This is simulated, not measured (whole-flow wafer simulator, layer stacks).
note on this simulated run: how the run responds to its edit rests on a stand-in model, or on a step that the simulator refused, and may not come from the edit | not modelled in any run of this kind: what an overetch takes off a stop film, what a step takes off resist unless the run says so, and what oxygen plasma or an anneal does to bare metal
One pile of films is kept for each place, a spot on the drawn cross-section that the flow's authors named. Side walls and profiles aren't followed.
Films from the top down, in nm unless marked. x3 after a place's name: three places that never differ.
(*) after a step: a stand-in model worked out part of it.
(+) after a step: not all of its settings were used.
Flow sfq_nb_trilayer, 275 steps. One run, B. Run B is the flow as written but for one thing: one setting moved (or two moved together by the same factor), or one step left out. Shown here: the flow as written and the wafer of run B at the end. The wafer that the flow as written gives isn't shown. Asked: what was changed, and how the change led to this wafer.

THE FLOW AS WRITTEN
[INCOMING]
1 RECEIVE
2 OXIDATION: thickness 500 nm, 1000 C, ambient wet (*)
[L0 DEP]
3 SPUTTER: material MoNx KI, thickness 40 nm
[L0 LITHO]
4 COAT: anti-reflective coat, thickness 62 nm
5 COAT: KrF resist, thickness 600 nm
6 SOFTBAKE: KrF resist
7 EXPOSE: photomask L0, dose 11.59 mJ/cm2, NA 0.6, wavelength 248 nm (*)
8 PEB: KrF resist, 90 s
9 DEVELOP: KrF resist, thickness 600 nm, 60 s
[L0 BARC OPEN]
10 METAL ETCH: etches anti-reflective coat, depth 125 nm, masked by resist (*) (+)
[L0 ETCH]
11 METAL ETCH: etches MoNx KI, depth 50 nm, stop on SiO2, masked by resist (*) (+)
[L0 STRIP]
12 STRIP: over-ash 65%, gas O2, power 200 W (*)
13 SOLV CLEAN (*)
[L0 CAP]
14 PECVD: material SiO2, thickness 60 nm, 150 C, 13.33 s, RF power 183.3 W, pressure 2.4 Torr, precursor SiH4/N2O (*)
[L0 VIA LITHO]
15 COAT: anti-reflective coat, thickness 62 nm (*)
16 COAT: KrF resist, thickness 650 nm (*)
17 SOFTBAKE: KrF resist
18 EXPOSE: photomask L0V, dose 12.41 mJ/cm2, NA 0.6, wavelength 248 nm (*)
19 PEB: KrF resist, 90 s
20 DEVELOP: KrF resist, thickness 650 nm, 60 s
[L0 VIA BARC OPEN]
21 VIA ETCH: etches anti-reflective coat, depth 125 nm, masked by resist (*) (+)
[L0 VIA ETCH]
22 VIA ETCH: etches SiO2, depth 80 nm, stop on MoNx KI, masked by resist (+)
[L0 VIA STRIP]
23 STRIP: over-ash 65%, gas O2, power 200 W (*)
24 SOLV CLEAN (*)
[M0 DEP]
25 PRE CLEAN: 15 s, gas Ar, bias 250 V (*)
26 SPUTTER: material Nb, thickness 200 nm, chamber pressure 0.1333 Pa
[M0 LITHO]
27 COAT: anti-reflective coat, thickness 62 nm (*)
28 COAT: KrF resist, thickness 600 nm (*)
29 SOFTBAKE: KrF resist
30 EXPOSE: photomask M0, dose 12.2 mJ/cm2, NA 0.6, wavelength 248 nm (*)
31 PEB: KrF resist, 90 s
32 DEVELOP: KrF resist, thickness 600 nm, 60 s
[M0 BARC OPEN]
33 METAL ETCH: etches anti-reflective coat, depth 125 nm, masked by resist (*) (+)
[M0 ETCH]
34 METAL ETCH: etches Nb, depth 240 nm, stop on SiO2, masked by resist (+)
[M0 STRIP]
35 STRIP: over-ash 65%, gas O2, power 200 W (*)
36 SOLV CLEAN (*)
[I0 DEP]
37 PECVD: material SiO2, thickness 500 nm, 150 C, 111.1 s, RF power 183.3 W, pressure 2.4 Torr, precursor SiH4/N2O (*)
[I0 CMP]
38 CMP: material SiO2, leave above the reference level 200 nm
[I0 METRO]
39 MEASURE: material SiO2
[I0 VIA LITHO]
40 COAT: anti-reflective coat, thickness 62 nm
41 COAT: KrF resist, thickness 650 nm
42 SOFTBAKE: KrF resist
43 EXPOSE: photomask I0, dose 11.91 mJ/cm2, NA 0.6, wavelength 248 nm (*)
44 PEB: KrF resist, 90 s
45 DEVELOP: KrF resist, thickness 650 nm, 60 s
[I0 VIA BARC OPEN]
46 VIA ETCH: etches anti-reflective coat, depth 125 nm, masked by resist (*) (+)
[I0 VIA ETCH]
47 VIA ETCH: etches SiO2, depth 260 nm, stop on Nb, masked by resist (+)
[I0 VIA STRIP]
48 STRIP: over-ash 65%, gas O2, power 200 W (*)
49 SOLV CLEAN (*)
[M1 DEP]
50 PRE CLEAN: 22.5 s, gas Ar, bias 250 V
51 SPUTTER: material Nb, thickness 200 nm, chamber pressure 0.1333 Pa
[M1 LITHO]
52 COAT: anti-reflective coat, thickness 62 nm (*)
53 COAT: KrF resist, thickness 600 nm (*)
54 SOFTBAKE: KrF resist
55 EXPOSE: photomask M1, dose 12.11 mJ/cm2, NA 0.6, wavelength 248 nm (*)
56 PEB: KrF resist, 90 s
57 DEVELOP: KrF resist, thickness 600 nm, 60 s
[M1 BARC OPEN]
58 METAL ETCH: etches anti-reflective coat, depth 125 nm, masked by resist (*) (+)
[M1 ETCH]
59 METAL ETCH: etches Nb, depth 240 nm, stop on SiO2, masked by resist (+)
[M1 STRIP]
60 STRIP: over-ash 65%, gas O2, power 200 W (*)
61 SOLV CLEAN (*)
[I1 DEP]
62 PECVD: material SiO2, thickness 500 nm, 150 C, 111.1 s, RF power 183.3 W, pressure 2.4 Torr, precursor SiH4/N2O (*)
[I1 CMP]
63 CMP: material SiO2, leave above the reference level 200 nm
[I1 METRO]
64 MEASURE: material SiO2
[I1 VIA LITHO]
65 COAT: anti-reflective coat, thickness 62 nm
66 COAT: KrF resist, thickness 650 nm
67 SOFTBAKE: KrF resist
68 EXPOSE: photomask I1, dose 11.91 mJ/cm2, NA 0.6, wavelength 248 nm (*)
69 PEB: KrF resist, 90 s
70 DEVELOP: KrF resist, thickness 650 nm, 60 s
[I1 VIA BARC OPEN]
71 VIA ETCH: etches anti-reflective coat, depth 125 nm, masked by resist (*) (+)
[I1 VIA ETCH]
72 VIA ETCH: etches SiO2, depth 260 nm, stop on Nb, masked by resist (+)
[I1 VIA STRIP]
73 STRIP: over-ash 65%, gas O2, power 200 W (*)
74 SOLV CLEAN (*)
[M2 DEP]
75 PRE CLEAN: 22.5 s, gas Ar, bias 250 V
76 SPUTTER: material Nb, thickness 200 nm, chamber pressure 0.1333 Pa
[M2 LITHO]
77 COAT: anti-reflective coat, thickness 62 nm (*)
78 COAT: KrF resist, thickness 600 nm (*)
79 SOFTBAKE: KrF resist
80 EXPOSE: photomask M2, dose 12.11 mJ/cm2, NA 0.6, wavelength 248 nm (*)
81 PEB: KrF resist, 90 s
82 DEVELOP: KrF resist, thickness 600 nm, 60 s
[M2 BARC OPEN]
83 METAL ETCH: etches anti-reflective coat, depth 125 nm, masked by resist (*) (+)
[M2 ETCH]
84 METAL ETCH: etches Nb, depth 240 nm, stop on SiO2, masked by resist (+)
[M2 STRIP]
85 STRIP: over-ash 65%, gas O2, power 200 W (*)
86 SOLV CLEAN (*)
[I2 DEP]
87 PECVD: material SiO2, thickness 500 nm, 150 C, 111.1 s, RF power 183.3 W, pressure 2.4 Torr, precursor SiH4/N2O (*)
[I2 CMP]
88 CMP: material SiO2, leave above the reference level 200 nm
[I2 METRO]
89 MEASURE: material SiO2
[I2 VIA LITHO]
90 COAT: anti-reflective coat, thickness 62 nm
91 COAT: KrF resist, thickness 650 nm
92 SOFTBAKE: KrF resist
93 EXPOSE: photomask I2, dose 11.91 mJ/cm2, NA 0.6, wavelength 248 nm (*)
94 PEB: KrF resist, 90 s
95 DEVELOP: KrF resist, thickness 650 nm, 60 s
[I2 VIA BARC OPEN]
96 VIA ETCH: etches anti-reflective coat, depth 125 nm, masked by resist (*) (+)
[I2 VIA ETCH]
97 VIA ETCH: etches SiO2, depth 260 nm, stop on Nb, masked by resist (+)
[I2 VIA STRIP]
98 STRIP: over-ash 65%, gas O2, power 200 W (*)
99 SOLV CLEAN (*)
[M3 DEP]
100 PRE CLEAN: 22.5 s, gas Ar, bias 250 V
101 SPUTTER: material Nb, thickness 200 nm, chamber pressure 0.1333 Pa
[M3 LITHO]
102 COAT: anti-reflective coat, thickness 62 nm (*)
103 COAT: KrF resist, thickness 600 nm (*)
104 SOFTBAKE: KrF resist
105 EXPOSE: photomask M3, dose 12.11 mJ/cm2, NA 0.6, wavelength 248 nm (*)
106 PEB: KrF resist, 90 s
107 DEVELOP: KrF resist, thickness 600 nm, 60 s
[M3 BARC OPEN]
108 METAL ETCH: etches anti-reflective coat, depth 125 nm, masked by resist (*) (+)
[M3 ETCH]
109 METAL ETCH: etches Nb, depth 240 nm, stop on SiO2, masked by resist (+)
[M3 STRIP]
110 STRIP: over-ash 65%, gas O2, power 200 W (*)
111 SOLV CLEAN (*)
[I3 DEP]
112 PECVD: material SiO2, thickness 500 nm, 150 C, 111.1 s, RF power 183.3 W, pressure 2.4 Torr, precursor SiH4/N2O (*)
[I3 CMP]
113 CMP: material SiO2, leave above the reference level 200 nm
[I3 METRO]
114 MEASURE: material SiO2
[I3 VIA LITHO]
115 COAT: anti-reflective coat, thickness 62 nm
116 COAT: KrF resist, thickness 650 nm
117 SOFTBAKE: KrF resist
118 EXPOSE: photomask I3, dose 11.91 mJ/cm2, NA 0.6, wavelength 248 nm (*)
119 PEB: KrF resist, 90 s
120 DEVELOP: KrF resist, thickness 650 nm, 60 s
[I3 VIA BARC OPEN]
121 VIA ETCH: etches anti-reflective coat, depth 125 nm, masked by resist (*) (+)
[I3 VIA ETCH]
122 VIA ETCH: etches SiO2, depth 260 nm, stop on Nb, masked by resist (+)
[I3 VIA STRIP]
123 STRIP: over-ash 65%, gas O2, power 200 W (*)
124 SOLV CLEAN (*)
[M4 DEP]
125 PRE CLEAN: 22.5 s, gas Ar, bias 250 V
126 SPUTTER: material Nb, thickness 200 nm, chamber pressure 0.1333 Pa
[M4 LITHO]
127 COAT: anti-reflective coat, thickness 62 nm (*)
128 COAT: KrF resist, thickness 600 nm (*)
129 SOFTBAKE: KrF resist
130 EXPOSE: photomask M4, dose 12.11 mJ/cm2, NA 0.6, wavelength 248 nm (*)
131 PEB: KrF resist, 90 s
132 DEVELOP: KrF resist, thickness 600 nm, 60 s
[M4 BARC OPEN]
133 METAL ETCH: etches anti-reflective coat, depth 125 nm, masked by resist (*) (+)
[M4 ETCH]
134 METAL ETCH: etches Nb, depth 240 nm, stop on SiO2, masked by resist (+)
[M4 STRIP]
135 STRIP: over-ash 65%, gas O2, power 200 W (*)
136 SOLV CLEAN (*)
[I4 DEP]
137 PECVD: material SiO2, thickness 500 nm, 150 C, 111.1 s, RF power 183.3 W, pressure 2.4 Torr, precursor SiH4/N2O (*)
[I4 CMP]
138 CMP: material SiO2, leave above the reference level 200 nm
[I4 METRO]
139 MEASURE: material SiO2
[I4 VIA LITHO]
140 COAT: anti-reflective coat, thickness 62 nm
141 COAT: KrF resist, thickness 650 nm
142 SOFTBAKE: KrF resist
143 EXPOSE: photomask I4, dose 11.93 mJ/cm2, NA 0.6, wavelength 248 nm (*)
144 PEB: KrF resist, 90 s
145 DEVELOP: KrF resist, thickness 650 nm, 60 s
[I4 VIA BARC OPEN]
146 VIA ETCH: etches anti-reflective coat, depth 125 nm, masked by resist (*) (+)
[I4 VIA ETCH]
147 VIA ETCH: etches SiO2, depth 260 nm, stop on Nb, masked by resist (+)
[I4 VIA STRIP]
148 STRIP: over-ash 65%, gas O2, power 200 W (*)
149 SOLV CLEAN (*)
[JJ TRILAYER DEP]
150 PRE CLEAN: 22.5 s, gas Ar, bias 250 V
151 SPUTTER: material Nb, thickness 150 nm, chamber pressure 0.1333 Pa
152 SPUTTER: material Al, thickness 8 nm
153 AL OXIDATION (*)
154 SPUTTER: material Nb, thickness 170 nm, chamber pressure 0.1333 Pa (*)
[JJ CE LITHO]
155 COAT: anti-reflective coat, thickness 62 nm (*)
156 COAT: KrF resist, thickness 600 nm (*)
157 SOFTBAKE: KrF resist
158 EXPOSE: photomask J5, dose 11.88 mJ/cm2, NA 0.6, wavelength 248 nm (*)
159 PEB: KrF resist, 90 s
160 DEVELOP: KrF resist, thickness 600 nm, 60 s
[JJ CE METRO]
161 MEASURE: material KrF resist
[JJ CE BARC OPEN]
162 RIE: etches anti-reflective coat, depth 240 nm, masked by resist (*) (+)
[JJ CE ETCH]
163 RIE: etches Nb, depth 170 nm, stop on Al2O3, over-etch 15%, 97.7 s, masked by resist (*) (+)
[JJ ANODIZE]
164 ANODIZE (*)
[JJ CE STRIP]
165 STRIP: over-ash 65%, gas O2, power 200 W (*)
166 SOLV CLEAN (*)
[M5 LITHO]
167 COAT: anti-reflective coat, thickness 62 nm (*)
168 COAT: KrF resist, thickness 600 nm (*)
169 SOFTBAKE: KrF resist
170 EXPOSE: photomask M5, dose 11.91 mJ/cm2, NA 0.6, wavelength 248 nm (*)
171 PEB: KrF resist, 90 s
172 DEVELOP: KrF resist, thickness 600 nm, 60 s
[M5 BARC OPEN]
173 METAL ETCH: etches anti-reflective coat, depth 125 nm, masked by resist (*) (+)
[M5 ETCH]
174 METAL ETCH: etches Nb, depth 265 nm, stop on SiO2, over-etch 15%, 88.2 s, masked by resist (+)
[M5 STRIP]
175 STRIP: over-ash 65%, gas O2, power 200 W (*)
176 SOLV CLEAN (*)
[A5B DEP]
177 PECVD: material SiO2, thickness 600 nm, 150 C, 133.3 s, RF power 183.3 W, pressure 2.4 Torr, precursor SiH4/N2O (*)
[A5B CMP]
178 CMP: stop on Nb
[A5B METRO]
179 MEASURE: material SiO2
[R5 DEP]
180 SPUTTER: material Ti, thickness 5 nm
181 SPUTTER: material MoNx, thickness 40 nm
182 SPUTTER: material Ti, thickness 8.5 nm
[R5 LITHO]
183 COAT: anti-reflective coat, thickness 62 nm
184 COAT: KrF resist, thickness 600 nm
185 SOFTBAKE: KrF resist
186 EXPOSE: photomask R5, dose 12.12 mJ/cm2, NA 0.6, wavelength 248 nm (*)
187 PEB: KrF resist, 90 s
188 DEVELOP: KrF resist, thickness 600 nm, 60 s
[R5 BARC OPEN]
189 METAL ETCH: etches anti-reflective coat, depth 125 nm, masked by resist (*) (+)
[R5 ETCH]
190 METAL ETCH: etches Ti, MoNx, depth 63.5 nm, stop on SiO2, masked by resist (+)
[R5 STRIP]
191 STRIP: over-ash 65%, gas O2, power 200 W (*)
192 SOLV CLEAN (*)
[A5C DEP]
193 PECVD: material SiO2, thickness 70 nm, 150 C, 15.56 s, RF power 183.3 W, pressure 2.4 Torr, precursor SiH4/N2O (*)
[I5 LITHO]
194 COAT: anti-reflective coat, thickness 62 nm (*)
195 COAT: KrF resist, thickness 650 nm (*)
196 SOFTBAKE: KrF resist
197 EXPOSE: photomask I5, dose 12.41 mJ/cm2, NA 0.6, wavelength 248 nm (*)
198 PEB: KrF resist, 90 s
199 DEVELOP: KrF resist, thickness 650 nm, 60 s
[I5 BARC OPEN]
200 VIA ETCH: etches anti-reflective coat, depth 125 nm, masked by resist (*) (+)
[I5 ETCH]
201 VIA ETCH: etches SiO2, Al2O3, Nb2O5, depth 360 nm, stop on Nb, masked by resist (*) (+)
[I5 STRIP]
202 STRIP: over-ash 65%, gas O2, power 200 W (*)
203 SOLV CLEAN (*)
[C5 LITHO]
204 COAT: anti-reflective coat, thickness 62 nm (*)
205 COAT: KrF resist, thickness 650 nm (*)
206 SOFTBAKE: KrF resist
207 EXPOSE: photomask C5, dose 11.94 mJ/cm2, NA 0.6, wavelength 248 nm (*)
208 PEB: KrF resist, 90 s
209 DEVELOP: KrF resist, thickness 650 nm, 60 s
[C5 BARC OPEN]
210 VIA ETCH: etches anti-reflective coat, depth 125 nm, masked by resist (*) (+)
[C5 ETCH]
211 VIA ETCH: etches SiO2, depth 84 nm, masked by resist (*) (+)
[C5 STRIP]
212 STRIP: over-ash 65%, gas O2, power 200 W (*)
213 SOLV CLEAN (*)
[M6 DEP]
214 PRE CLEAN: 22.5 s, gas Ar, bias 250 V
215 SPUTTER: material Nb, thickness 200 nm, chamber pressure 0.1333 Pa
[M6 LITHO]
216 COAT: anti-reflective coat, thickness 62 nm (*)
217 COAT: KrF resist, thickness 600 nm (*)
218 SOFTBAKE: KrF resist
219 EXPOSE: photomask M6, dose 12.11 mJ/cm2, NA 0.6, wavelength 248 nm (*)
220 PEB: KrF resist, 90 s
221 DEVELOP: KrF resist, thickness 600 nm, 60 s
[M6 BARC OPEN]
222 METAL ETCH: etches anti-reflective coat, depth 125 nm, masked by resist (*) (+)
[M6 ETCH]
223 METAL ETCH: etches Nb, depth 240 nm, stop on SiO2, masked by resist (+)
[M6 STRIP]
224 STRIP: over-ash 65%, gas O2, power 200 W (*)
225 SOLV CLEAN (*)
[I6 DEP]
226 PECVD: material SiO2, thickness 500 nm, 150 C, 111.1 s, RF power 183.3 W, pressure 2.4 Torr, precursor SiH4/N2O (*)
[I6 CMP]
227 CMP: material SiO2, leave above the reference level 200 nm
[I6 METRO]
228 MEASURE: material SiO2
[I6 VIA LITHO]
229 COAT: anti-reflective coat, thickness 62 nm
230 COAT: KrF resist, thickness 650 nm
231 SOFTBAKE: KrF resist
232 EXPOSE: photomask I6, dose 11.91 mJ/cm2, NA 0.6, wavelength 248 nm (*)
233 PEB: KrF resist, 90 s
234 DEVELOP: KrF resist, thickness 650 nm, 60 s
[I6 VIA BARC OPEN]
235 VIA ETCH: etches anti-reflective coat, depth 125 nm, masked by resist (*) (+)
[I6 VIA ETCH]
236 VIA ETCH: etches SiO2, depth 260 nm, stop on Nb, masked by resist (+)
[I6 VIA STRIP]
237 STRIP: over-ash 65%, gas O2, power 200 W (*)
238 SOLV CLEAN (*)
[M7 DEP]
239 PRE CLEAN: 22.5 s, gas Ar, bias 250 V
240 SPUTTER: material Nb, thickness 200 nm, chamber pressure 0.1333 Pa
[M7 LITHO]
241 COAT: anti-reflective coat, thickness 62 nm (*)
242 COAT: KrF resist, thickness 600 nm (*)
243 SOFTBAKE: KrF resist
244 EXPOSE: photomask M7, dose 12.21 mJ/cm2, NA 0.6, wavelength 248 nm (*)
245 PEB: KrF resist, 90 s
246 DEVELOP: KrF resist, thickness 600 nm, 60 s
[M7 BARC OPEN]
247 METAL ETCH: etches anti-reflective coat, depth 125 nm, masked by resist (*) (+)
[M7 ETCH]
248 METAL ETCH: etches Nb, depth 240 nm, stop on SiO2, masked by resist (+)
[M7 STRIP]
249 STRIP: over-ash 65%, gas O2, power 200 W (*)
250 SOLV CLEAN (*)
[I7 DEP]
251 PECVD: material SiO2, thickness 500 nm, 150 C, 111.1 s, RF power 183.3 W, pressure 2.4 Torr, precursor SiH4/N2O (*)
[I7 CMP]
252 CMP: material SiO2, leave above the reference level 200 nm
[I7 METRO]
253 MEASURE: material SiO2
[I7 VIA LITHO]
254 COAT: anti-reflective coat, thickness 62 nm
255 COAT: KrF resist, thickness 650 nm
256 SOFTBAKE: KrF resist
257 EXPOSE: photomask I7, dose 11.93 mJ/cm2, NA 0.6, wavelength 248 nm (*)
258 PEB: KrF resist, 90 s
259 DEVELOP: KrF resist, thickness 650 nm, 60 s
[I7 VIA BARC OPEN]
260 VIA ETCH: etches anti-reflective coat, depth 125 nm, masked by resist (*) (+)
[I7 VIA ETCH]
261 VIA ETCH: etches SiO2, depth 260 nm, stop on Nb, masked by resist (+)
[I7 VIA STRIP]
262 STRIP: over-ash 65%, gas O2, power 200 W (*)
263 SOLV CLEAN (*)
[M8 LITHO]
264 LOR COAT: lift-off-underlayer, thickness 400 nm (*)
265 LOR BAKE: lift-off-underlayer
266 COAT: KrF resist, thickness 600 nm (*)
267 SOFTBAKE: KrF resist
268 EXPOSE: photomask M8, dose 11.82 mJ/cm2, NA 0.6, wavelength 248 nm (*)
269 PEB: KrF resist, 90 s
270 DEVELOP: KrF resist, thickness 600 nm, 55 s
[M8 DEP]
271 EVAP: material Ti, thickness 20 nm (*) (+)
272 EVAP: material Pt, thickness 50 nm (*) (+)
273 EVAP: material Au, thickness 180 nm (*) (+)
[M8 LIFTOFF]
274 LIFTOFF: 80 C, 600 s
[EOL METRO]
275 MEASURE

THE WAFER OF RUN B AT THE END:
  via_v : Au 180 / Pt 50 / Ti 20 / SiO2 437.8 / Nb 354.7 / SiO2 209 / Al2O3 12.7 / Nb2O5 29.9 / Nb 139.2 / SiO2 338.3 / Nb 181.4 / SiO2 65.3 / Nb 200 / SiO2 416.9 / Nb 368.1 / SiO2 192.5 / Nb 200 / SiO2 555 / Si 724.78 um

The cause: step 122, VIA ETCH: depth 127 nm was run, where the flow has depth 260 nm.

How the change led to this, step by step:
  122 VIA ETCH: etches SiO2, depth 260 nm, stop on Nb, masked by resist (+)
      via_v: SiO2 -127 (as written it would be: SiO2 -199.8 (all of it))
      field_l, v_sur, via_wl and 102 more: KrF resist -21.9 (as written it would be: KrF resist -44.8)
  123 STRIP: over-ash 65%, gas O2, power 200 W (*)
      field_l, v_sur, via_wl and 102 more: KrF resist -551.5 (all of it), anti-reflective coat -62 (all of it) (as written it would be: KrF resist -528.6 (all of it), anti-reflective coat -62 (all of it))
  125 PRE CLEAN: 22.5 s, gas Ar, bias 250 V
      via_v: SiO2 -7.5 (as written it would be: Nb -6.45)
  126 SPUTTER: material Nb, thickness 200 nm, chamber pressure 0.1333 Pa
      via_v: Nb +181.4 (new film) (as written it would be: Nb +165.5)
  127 COAT: anti-reflective coat, thickness 62 nm (*)
      via_sp: anti-reflective coat +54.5 (new film) (as written it would be: anti-reflective coat +53 (new film))
      via_v: anti-reflective coat +108.3 (new film) (as written it would be: anti-reflective coat +124.8 (new film))
      (and at 1 more place)
  128 COAT: KrF resist, thickness 600 nm (*)
      via_v: KrF resist +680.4 (new film) (as written it would be: KrF resist +739.8 (new film))
  135 STRIP: over-ash 65%, gas O2, power 200 W (*)
      via_sp: KrF resist -378.8 (all of it), anti-reflective coat -54.5 (all of it) (as written it would be: KrF resist -373.9 (all of it), anti-reflective coat -53 (all of it))
      via_v: KrF resist -462.5 (all of it), anti-reflective coat -108.3 (all of it) (as written it would be: KrF resist -521.8 (all of it), anti-reflective coat -124.8 (all of it))
      (and at 1 more place)
  137 PECVD: material SiO2, thickness 500 nm, 150 C, 111.1 s, RF power 183.3 W, pressure 2.4 Torr, precursor SiH4/N2O (*)
      via_v: SiO2 +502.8 (new film) (as written it would be: SiO2 +615 (new film))
  138 CMP: material SiO2, leave above the reference level 200 nm
      via_v: SiO2 -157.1 (as written it would be: SiO2 -181.6)
Counting metal films that touch as one body, via_v has 7 bodies (between them, from the top down: SiO2 437.8; SiO2 209 / Al2O3 12.7 / Nb2O5 29.9; SiO2 338.3; SiO2 65.3; SiO2 416.9; SiO2 192.5); the flow as written gives 6 bodies (between them, from the top down: SiO2 437.8; SiO2 209 / Al2O3 12.7 / Nb2O5 29.9; SiO2 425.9; SiO2 416.9; SiO2 192.5).
